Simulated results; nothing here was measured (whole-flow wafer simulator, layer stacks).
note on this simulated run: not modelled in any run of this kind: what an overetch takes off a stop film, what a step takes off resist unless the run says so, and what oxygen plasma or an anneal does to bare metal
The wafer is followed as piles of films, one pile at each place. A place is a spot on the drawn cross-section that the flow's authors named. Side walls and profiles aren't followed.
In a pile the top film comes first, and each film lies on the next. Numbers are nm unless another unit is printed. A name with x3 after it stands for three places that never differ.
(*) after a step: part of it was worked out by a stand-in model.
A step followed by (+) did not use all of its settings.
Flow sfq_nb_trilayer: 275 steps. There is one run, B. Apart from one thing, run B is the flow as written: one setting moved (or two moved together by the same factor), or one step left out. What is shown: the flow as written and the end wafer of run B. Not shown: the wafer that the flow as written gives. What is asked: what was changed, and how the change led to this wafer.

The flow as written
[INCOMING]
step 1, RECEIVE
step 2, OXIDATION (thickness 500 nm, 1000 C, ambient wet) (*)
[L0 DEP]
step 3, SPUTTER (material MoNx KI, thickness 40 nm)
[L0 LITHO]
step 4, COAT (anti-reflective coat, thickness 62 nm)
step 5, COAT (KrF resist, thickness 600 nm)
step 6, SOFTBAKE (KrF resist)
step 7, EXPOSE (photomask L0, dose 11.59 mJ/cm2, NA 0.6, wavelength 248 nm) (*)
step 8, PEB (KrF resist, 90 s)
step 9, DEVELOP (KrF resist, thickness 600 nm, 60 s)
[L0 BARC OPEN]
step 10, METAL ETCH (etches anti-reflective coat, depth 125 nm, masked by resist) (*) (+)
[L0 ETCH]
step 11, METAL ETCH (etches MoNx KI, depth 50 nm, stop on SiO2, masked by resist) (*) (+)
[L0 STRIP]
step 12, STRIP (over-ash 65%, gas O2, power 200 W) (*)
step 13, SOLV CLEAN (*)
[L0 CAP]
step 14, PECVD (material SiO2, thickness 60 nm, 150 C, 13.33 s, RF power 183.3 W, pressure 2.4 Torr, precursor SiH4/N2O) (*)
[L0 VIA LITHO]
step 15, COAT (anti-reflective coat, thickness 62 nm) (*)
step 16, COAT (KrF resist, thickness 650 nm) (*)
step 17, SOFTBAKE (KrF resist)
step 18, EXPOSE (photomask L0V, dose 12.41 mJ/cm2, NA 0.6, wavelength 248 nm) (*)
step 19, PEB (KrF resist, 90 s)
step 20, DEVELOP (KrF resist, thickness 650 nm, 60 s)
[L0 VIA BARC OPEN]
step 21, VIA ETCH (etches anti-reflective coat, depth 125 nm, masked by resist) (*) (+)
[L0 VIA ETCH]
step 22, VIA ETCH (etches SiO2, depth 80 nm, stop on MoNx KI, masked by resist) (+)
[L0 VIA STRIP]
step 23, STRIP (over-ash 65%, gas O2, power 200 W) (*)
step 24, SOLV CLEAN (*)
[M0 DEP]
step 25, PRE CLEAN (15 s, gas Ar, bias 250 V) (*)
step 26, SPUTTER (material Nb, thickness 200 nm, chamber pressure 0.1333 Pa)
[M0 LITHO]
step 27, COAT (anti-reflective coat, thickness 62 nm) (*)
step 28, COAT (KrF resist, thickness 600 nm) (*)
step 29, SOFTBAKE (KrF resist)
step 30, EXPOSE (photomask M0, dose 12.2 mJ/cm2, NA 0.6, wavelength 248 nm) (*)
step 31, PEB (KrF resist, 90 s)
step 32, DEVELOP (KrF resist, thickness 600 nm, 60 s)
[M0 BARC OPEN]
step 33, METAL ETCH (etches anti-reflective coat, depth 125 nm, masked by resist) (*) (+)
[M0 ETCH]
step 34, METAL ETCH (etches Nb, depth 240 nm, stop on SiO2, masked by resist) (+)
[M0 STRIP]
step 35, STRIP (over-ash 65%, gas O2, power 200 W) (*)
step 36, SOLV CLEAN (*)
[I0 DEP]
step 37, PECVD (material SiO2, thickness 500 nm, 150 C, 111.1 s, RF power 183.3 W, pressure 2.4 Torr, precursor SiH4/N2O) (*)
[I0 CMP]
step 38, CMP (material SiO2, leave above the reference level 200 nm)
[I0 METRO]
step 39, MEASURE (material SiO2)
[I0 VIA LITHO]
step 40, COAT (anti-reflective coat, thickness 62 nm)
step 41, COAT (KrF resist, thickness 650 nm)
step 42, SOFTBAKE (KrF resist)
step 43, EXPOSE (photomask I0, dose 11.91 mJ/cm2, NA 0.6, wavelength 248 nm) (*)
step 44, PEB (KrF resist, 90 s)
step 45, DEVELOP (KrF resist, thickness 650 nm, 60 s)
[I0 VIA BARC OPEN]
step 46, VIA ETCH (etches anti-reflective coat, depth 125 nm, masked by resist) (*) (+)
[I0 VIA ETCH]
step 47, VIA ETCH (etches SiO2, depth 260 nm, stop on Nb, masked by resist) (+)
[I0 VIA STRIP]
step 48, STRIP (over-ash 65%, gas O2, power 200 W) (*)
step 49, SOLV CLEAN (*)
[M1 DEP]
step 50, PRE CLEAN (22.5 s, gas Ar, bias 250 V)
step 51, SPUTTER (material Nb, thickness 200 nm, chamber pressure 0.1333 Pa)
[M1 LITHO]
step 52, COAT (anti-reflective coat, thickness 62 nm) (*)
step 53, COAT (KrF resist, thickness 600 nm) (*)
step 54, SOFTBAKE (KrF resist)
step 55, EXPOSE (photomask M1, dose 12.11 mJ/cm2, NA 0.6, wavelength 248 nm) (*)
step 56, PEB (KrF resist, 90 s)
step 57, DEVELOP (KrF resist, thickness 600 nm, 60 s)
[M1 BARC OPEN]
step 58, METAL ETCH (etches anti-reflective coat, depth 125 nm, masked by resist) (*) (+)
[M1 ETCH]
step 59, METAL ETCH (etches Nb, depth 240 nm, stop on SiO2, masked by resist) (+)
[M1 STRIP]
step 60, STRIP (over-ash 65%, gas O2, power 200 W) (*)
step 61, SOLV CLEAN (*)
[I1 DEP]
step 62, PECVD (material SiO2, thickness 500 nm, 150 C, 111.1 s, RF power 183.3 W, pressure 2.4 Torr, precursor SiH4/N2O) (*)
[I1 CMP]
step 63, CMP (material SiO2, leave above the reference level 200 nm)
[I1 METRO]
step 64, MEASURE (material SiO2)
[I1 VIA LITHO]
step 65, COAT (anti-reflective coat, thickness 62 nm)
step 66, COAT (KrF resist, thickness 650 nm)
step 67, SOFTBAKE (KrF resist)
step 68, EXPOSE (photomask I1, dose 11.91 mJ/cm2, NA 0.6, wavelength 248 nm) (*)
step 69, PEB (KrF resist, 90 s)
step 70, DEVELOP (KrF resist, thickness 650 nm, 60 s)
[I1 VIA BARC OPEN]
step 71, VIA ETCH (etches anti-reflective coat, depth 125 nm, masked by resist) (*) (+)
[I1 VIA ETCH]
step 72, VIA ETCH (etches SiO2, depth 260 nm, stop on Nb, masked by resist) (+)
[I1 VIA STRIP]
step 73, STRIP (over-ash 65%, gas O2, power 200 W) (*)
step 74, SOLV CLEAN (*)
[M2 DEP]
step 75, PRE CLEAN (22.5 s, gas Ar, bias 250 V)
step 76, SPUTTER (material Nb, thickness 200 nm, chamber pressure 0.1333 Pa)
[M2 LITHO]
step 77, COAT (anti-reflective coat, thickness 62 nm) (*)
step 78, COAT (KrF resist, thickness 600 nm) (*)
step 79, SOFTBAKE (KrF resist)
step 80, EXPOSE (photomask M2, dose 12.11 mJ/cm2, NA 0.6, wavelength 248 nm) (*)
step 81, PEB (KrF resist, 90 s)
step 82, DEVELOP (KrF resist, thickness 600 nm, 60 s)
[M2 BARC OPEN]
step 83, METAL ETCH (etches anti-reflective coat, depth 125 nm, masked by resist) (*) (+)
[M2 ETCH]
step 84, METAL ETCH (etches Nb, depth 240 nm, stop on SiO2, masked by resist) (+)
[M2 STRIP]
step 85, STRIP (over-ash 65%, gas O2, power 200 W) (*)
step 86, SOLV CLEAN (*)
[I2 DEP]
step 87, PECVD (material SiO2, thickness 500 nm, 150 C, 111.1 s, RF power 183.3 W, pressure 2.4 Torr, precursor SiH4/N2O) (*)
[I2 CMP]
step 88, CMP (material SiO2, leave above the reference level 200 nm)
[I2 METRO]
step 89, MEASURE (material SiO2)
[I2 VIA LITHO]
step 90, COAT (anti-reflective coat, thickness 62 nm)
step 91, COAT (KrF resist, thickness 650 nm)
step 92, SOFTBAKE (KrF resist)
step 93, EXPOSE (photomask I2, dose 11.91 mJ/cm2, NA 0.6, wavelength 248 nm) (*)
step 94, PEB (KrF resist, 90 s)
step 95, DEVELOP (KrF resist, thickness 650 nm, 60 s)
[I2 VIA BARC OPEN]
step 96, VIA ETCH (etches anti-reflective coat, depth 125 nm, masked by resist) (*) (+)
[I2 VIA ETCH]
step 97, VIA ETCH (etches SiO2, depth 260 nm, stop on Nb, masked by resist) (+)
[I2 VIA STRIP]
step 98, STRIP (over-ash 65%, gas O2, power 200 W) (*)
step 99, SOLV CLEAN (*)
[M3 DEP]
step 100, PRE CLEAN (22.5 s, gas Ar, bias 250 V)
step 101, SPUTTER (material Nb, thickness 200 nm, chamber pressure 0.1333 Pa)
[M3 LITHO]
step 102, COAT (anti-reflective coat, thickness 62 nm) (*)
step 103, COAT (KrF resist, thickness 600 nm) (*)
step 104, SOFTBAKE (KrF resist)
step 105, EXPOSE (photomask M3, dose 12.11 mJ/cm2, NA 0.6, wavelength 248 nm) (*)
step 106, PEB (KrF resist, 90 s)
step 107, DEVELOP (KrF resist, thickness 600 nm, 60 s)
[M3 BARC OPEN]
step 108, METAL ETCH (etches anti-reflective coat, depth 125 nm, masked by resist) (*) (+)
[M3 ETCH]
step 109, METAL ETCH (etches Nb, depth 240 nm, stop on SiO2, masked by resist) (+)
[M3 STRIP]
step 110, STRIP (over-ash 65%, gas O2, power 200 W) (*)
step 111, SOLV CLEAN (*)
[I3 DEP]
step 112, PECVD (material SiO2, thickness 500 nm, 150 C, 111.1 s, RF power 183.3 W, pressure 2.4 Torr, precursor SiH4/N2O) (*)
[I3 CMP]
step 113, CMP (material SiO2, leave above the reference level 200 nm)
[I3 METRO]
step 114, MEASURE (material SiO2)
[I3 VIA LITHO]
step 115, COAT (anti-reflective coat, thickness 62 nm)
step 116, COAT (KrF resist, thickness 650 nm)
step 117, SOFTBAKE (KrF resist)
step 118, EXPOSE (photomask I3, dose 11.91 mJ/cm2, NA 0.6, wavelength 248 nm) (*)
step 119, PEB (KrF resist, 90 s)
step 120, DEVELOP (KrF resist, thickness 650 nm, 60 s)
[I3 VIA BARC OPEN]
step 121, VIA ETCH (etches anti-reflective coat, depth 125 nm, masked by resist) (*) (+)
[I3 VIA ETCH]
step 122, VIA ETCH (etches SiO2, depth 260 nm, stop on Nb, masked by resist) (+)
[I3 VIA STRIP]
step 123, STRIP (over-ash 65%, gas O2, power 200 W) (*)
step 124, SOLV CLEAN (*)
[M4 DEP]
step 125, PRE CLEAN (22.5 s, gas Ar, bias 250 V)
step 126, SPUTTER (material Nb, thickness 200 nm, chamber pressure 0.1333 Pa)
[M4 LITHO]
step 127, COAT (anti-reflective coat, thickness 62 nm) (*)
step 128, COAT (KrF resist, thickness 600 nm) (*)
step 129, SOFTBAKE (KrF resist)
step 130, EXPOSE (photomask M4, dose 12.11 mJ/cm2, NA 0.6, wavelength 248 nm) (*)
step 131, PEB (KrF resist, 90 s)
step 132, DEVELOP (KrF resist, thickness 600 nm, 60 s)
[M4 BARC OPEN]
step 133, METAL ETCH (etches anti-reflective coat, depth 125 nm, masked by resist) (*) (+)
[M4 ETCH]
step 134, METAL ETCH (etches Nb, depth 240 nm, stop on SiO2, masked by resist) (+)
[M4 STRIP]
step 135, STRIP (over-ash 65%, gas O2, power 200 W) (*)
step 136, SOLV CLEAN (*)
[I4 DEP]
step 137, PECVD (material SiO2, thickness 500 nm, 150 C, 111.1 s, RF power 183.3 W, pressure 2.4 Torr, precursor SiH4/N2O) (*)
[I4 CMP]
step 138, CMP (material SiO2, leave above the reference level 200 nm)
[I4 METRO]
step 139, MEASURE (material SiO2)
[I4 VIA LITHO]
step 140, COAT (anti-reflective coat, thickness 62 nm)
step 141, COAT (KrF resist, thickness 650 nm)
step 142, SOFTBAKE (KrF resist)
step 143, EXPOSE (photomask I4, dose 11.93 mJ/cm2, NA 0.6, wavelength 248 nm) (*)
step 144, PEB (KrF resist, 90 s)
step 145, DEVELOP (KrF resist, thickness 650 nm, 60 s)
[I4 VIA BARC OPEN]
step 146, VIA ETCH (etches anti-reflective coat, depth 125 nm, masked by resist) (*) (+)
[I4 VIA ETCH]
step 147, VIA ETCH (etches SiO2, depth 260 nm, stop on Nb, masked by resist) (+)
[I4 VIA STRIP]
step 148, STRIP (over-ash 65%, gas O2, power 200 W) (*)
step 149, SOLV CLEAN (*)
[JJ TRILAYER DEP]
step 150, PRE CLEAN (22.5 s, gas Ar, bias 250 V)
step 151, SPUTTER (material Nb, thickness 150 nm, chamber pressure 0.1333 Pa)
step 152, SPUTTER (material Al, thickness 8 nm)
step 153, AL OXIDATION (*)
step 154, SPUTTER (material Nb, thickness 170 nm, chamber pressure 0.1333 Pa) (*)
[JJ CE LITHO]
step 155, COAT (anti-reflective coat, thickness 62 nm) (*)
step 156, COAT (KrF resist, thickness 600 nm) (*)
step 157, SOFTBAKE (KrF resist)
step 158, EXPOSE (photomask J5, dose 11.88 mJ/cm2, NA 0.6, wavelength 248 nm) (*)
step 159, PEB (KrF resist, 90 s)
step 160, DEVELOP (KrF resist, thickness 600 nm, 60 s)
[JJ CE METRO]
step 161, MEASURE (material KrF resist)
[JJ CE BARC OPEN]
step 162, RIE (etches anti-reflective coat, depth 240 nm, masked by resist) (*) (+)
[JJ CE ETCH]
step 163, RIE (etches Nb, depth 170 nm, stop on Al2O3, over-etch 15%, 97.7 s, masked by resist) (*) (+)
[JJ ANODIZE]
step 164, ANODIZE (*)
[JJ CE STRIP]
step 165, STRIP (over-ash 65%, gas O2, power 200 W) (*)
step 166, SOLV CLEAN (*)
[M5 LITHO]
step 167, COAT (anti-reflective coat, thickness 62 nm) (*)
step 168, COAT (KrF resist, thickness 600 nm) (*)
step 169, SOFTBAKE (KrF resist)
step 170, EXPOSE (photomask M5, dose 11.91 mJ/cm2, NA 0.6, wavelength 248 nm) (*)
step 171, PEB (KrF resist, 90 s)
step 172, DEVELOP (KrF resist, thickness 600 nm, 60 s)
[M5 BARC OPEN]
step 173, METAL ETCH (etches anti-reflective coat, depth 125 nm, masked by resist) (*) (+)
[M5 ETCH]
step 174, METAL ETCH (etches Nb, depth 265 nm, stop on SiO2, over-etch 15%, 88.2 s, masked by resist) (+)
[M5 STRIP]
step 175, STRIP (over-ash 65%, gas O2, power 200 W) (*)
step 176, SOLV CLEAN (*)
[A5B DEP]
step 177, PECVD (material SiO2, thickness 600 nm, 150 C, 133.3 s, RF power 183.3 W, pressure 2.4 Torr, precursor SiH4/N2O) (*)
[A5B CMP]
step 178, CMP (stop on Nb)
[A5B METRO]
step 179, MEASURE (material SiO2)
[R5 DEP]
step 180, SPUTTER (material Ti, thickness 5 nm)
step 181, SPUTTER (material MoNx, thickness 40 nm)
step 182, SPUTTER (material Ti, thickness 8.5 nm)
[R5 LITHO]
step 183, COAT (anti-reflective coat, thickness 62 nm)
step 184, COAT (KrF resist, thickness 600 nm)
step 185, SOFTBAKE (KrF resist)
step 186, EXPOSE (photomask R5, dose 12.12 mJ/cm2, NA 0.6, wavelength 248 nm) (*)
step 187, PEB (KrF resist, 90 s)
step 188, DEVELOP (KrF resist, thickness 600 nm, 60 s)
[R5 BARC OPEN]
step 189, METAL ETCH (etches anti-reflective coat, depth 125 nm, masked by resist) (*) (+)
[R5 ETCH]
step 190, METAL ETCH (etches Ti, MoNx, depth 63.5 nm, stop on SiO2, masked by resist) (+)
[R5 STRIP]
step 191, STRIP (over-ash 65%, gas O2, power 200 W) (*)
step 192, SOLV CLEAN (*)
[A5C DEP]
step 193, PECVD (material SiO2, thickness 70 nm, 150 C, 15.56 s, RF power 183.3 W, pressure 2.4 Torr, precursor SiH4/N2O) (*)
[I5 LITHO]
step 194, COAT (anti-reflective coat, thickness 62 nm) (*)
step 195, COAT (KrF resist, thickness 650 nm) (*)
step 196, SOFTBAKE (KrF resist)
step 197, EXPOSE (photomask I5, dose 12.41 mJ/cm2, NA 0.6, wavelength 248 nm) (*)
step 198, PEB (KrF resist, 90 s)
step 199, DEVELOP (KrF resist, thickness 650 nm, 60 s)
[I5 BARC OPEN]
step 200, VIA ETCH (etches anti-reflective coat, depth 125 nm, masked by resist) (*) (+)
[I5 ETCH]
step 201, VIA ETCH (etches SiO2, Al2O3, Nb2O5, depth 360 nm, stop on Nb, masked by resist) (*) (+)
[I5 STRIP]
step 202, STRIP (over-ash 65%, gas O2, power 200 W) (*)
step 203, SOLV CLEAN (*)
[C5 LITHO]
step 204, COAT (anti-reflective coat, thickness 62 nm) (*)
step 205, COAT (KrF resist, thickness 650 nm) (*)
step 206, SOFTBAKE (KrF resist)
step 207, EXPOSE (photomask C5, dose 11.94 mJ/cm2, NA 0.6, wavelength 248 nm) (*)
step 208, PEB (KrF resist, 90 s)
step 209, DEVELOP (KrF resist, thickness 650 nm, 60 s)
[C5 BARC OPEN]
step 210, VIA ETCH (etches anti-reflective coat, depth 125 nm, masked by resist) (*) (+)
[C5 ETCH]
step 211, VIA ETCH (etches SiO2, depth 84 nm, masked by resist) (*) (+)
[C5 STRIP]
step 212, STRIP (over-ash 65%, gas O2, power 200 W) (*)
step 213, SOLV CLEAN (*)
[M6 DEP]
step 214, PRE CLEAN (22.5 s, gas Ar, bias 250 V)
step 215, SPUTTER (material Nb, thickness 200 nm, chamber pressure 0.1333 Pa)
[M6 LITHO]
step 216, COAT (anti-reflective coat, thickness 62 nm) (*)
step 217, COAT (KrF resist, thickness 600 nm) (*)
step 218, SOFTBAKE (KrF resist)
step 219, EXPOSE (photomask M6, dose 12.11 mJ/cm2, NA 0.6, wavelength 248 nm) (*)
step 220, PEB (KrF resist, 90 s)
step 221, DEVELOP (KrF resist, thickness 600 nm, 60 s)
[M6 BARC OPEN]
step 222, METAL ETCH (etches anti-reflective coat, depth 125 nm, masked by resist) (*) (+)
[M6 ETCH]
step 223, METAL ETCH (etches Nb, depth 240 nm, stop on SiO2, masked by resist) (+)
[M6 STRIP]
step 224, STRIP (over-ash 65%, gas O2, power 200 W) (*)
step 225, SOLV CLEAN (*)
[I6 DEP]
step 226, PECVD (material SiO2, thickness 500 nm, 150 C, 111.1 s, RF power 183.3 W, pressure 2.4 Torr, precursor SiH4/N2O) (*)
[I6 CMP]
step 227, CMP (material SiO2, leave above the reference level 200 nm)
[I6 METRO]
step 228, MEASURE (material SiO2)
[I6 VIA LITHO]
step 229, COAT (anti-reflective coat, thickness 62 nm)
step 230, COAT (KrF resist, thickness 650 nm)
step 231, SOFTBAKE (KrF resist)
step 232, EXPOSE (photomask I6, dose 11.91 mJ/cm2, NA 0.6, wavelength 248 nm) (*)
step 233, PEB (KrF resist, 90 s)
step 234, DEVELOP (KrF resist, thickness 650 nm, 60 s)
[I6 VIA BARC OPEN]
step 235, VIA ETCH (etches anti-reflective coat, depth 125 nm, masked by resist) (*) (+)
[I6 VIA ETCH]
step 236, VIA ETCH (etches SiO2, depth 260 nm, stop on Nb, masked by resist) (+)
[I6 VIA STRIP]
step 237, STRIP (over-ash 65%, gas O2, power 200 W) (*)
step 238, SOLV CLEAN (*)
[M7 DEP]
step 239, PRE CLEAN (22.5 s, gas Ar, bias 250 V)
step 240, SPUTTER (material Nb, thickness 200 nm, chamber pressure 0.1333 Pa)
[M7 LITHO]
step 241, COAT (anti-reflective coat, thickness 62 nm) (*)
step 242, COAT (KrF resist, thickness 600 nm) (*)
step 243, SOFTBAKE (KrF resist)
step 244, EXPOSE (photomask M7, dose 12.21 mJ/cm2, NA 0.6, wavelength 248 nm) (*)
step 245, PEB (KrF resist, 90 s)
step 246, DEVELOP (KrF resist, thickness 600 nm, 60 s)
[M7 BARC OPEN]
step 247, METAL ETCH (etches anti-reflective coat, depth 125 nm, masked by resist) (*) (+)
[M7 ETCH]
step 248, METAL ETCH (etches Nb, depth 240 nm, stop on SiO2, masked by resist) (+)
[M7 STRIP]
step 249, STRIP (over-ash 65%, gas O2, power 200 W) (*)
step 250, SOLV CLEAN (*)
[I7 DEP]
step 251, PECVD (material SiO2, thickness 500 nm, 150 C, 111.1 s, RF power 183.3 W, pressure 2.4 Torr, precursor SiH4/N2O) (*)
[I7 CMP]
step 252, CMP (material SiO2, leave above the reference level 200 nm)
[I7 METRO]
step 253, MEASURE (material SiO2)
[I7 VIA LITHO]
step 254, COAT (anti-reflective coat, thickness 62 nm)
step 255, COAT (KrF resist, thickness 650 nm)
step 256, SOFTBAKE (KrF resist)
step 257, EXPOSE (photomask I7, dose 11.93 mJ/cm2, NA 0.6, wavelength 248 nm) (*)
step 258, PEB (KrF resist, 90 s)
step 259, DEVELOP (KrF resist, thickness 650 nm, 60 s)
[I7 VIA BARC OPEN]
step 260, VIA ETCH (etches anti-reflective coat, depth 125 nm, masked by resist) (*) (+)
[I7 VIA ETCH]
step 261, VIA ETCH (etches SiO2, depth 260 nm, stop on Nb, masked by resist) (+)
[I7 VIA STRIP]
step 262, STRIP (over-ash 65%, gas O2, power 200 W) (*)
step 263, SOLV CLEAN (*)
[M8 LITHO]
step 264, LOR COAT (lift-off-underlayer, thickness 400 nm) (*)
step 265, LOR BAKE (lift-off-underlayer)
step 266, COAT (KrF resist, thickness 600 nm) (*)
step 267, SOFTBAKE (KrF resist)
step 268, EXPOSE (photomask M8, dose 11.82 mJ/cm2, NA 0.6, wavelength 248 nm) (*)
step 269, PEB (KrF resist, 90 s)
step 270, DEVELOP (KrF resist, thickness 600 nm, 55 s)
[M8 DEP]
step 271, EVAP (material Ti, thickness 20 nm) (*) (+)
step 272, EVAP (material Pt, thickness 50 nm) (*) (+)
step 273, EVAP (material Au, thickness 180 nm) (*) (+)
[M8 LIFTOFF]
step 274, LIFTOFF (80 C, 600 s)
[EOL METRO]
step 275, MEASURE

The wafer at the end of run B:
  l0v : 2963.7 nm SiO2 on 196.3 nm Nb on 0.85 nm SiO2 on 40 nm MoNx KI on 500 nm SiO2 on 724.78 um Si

What caused this: step 22, VIA ETCH: depth 54 nm was run, while the flow as written has depth 80 nm.

The path from the change to this, step by step:
  step 22, VIA ETCH (etches SiO2, depth 80 nm, stop on MoNx KI, masked by resist) (+)
      l0v: -54 SiO2 (in the flow as written it would be: -59.8 SiO2 (all of it))
      field_l, v_sur, via_wl and 102 more: -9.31 KrF resist (in the flow as written it would be: -13.8 KrF resist)
  step 25, PRE CLEAN (15 s, gas Ar, bias 250 V) (*)
      l0v: -5 SiO2 (in the flow as written it would be: -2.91 MoNx KI)
With metal films that touch counted as one body, l0v has 2 bodies (between them, from the top down: SiO2 0.85); the flow as written gives 1 body.
